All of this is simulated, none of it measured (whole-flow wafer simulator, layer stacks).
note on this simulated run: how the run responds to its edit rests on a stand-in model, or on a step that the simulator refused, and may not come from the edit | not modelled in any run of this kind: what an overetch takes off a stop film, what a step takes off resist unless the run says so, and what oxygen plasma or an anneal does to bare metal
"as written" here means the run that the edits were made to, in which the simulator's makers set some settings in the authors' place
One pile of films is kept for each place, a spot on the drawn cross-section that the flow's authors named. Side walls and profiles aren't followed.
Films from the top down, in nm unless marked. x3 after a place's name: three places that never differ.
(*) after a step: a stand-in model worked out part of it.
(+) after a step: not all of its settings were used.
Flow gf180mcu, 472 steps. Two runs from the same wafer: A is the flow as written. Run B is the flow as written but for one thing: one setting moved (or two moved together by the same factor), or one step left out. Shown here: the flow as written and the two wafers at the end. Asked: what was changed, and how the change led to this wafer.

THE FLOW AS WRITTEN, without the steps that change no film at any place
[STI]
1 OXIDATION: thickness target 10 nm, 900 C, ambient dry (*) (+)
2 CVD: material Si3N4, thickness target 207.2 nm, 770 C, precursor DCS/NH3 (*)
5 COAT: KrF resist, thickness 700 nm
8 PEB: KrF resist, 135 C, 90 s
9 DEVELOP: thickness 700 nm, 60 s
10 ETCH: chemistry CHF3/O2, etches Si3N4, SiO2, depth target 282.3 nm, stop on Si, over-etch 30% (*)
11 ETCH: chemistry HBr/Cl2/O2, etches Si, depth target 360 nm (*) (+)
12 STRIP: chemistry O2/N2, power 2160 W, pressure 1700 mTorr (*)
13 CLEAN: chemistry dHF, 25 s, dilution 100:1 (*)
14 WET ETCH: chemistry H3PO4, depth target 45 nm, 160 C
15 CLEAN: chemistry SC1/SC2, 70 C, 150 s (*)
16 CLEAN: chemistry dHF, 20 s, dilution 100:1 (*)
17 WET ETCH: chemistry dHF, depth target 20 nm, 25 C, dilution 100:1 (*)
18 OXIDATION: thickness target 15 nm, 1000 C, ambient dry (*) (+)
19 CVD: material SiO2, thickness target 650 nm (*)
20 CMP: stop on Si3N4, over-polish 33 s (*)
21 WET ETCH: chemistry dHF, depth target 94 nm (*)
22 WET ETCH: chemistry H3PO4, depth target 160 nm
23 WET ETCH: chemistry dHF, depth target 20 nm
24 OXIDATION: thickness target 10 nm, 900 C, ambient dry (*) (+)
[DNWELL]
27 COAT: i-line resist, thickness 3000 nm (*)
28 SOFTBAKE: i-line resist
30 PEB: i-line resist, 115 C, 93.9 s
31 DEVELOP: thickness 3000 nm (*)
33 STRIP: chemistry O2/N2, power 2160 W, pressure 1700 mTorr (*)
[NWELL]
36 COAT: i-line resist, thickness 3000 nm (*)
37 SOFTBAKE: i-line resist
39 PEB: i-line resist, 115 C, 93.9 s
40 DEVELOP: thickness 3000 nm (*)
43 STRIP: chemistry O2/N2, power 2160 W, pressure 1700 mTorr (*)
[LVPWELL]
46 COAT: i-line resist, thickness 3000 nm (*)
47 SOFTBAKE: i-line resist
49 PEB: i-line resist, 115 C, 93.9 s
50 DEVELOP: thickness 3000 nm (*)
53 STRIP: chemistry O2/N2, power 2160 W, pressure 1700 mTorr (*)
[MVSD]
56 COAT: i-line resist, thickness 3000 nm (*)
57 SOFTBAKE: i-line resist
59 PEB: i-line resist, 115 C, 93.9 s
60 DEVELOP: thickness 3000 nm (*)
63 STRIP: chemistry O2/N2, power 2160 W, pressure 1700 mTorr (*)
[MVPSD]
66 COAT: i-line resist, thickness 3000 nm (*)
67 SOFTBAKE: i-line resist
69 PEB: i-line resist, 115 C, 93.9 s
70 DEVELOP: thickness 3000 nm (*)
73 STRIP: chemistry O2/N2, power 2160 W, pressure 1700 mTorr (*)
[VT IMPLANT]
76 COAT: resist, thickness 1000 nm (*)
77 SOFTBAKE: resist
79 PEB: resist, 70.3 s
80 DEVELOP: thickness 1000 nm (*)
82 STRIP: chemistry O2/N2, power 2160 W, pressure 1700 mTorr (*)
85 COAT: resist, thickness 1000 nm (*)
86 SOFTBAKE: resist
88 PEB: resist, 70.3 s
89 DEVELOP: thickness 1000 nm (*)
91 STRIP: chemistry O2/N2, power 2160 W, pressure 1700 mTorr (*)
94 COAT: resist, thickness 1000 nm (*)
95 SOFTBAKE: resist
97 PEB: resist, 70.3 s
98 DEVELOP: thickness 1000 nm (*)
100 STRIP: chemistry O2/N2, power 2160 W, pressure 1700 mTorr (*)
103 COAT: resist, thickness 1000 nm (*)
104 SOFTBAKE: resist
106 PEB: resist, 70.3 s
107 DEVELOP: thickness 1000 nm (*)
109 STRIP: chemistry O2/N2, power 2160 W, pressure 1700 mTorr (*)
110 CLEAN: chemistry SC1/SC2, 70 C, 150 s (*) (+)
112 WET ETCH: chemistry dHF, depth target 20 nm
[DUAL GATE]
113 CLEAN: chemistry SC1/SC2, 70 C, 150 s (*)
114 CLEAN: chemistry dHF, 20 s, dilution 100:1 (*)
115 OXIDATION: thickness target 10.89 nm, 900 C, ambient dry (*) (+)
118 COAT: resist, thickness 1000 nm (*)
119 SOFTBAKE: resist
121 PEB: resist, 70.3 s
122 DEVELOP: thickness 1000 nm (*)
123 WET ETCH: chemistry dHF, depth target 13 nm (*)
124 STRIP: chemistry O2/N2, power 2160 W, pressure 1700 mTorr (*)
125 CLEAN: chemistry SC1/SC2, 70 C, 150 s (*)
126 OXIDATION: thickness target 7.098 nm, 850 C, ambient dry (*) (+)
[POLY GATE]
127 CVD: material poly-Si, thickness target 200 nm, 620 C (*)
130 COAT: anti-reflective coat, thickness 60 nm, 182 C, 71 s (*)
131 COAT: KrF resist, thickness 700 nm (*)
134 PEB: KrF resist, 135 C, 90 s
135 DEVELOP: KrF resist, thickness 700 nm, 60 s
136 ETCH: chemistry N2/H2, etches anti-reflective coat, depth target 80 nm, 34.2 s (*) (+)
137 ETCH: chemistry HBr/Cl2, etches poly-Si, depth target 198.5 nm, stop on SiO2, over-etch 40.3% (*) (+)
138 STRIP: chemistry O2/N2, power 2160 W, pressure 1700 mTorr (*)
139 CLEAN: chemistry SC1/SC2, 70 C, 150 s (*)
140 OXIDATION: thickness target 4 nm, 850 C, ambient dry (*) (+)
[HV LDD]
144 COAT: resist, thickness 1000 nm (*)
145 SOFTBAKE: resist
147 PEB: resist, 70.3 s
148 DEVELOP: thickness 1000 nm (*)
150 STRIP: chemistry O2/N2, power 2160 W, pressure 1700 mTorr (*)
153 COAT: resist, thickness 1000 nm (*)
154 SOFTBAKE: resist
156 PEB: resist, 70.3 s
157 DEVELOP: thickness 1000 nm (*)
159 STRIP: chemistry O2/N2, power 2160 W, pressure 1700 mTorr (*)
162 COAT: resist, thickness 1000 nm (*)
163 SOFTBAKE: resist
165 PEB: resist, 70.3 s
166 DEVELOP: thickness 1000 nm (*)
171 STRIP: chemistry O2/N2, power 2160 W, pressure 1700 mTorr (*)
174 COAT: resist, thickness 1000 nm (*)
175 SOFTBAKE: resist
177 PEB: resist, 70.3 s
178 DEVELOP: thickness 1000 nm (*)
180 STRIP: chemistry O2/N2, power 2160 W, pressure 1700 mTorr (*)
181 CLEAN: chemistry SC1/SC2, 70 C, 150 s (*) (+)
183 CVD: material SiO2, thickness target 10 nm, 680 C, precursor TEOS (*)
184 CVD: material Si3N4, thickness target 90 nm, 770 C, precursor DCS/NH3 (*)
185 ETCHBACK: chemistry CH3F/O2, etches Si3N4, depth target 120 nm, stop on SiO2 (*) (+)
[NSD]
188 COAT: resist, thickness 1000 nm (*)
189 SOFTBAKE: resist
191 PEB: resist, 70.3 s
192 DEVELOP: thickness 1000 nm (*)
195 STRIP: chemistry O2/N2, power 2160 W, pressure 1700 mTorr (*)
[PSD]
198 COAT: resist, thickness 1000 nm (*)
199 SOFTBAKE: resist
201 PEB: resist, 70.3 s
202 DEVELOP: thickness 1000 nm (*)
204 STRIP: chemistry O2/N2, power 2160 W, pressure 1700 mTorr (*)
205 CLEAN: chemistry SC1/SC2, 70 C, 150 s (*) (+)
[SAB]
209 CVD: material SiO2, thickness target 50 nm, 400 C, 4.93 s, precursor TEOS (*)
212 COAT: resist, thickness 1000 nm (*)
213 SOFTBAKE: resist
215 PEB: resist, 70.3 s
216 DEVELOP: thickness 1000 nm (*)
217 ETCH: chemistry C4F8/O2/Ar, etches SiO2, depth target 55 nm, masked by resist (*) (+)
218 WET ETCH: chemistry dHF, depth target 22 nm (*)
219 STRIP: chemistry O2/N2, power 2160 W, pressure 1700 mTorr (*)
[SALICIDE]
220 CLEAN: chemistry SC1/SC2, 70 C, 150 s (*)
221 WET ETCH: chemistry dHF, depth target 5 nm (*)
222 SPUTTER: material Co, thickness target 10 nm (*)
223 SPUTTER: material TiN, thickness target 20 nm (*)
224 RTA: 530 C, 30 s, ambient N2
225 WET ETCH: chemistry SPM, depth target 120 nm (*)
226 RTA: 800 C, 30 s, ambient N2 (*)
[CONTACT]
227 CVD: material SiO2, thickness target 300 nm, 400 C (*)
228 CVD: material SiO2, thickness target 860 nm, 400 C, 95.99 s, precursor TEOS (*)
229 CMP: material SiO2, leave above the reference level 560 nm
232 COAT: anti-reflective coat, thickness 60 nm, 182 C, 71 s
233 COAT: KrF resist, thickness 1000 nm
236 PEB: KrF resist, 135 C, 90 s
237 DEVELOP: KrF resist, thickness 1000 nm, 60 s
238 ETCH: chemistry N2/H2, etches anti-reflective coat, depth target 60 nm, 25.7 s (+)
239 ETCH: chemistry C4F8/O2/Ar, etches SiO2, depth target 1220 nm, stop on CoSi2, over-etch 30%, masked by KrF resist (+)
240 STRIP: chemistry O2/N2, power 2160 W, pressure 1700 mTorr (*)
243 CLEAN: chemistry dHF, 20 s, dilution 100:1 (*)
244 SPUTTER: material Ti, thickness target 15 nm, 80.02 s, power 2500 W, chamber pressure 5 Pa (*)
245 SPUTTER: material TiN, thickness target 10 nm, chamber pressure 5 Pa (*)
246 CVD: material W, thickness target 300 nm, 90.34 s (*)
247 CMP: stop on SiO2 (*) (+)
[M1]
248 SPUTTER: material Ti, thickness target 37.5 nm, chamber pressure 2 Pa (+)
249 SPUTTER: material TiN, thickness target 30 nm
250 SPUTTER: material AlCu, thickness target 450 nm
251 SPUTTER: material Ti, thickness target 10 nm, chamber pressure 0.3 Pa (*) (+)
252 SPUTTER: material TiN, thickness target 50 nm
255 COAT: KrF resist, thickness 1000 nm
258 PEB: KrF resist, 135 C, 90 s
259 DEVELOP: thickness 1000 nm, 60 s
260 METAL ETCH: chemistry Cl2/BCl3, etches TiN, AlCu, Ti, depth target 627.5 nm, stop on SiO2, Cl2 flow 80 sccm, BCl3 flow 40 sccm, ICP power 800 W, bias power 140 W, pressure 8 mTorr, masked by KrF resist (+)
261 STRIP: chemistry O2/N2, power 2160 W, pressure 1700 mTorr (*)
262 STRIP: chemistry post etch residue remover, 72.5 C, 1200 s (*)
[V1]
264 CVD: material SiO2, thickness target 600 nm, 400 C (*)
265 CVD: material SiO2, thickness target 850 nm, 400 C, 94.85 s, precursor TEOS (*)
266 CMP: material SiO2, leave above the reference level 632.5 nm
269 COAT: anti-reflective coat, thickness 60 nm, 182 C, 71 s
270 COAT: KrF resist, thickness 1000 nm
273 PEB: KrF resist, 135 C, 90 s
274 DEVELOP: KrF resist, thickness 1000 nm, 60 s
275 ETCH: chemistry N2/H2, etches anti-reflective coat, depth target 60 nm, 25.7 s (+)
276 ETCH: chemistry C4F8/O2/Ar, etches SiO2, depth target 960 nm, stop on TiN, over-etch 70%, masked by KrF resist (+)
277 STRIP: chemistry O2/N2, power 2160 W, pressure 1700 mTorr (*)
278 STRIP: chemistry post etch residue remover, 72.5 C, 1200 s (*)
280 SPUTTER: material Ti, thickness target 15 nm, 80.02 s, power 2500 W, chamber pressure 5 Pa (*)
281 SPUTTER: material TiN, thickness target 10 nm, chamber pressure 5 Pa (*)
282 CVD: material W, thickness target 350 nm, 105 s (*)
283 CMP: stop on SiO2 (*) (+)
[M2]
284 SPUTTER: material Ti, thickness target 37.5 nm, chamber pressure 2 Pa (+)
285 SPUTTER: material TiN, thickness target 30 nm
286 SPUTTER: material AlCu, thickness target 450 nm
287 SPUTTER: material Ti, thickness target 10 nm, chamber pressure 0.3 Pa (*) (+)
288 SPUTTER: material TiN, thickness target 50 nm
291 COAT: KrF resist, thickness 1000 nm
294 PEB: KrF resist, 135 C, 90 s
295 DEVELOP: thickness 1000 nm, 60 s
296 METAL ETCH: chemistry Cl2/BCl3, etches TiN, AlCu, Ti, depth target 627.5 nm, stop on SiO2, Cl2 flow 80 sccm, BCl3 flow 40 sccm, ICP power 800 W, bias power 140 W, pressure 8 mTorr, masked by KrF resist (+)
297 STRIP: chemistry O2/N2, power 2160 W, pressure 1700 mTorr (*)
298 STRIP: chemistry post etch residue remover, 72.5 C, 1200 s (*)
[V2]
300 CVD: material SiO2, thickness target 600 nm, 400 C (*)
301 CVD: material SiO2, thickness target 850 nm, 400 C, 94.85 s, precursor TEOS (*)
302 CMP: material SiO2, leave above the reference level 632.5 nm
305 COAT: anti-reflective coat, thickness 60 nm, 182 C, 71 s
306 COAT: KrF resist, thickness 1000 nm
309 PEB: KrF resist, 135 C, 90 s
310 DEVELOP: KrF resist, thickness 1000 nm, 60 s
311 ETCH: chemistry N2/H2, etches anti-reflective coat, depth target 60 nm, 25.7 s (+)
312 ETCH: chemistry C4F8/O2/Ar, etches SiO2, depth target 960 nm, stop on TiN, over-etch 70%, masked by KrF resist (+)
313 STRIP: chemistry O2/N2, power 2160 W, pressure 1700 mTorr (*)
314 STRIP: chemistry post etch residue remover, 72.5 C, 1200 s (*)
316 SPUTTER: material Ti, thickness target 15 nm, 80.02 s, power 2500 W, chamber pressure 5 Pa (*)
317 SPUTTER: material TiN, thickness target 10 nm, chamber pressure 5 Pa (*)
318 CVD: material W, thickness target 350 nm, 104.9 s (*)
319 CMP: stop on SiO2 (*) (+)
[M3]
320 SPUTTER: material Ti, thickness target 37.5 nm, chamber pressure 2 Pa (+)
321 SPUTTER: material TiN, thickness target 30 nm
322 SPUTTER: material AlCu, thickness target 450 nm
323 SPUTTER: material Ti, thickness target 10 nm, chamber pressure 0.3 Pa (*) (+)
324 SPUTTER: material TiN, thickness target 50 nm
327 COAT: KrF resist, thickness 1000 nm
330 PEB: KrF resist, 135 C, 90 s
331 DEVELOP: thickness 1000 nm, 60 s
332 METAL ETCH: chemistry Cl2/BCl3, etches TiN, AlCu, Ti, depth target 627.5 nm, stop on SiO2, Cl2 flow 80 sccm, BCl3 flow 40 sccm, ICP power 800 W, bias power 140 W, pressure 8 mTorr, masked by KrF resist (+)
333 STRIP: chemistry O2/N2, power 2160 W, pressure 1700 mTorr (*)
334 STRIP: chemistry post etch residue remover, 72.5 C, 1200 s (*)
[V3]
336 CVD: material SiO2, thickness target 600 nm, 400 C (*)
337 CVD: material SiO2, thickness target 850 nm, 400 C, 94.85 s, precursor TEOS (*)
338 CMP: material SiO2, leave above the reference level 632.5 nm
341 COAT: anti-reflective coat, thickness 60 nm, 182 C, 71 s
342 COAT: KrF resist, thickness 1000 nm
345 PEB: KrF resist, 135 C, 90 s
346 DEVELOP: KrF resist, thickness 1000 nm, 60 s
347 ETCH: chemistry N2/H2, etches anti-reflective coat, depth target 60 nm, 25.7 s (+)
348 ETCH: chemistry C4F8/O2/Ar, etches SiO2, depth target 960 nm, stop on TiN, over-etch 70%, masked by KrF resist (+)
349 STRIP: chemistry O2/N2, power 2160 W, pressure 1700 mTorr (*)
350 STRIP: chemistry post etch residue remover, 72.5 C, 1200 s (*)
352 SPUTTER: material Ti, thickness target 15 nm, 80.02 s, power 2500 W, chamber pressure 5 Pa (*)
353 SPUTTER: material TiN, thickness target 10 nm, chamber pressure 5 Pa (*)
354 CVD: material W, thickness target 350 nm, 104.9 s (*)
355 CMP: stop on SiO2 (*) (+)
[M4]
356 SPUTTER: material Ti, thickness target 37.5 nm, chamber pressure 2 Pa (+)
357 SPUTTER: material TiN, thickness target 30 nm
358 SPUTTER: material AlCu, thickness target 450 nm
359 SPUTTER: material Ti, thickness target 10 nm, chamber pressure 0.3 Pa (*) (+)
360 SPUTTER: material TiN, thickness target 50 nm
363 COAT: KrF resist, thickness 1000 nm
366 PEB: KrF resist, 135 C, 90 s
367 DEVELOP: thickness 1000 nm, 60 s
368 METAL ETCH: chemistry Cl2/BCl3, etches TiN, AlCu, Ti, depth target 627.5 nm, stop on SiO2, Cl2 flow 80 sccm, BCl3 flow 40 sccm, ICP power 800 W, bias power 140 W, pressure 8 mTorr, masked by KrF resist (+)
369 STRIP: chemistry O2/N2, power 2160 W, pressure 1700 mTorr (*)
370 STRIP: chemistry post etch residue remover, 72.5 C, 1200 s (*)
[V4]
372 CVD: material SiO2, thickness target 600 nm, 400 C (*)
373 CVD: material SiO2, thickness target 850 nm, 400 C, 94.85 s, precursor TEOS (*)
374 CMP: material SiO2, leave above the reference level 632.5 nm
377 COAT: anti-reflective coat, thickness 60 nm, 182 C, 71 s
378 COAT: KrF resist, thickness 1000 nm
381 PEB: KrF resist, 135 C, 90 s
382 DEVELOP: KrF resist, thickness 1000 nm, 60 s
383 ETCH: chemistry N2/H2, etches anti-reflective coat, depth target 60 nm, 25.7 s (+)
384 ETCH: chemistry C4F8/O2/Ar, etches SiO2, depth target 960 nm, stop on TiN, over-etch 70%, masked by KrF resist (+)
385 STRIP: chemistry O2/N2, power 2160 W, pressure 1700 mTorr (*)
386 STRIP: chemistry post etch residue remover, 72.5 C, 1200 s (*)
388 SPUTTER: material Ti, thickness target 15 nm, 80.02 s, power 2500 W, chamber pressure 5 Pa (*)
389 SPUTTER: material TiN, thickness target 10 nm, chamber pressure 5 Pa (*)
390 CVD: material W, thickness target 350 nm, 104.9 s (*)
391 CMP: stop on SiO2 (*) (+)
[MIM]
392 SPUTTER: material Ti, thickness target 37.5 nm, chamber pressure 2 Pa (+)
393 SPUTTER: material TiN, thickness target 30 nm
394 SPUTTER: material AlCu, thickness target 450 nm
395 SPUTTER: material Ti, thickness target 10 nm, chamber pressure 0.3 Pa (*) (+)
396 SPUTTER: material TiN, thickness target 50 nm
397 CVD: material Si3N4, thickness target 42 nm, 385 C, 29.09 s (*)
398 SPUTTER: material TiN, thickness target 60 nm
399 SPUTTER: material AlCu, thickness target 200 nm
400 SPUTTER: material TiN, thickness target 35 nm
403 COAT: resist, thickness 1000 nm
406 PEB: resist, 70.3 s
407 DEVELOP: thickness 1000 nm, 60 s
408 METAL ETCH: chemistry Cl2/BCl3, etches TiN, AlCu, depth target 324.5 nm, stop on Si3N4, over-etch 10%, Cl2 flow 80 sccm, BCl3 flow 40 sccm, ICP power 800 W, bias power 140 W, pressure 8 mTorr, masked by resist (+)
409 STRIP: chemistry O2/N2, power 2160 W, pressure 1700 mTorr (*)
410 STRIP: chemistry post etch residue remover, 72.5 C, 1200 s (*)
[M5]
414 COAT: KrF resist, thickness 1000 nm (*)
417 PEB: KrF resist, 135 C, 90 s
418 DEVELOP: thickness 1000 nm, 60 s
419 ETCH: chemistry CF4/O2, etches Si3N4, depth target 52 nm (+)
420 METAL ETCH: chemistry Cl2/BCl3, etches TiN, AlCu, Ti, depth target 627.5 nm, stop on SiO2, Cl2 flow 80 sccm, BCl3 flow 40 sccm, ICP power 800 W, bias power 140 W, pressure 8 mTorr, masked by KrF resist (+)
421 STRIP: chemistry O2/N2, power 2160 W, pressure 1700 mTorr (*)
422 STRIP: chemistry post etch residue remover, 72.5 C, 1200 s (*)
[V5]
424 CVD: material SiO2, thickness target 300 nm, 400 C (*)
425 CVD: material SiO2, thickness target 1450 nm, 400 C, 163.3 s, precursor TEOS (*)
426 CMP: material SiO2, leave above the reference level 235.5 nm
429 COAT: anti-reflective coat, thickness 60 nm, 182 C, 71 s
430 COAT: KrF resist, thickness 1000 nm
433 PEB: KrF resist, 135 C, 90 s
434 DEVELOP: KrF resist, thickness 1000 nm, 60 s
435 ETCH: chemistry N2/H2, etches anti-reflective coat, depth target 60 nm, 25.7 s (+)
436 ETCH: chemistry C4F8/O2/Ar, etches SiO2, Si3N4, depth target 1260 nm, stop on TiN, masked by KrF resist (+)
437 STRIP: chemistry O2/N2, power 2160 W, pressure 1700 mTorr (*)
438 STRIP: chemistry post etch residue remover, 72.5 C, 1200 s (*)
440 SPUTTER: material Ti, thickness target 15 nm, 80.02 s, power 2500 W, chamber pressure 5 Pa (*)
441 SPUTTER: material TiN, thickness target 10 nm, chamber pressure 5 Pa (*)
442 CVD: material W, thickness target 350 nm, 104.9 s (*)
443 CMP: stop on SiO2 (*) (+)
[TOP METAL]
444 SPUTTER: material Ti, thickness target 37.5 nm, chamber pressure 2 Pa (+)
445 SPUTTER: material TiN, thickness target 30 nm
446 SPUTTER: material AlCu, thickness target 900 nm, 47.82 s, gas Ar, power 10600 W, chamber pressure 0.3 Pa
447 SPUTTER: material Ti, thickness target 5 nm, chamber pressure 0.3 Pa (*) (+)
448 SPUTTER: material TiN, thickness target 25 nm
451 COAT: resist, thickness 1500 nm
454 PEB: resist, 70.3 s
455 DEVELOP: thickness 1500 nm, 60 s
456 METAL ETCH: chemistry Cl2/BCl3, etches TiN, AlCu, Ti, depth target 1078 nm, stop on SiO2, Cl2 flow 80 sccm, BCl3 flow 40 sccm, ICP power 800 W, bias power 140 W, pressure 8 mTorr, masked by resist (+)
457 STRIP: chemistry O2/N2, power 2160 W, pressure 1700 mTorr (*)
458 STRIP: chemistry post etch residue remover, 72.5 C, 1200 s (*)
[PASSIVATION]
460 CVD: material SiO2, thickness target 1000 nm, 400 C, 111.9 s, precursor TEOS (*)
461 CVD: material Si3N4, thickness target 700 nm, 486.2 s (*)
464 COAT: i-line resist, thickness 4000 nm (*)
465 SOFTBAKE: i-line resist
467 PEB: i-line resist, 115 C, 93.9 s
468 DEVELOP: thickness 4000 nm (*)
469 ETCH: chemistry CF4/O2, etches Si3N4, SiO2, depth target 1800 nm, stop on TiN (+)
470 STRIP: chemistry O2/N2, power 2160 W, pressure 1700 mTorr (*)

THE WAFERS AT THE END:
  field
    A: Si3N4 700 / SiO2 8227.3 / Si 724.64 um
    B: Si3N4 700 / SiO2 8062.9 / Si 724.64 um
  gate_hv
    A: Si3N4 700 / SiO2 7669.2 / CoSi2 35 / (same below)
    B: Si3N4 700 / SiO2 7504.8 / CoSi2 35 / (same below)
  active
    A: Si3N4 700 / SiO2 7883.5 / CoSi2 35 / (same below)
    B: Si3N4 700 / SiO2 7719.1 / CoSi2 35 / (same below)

The cause: step 338, CMP: leave above the reference level 468.1 nm was run, where the flow has leave above the reference level 632.5 nm.

How the change led to this, step by step:
  338 CMP: material SiO2, leave above the reference level 632.5 nm
      field, field__w1, field__w2 and 103 more: A SiO2 -300 | B SiO2 -464.4
      field__w8, contact, m1, m1__w1, m1_nw: A SiO2 -877.1 | B SiO2 -1041.5
  348 ETCH: chemistry C4F8/O2/Ar, etches SiO2, depth target 960 nm, stop on TiN, over-etch 70%, masked by KrF resist (+)
      field, field__w1, field__w2 and 107 more: A KrF resist -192 | B KrF resist -138.7
      contact: A SiO2 -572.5 (all of it) | B SiO2 -408.1 (all of it)
  349 STRIP: chemistry O2/N2, power 2160 W, pressure 1700 mTorr (*)
      field, field__w1, field__w2 and 107 more: A KrF resist -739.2 (all of it), anti-reflective coat -60 (all of it) | B KrF resist -792.5 (all of it), anti-reflective coat -60 (all of it)
  352 SPUTTER: material Ti, thickness target 15 nm, 80.02 s, power 2500 W, chamber pressure 5 Pa (*)
      contact: A Ti +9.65 (new film) | B Ti +10.6 (new film)
  353 SPUTTER: material TiN, thickness target 10 nm, chamber pressure 5 Pa (*)
      contact: A TiN +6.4 (new film) | B TiN +7.07 (new film)
  354 CVD: material W, thickness target 350 nm, 104.9 s (*)
      contact: A W +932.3 (new film) | B W +766.2 (new film)
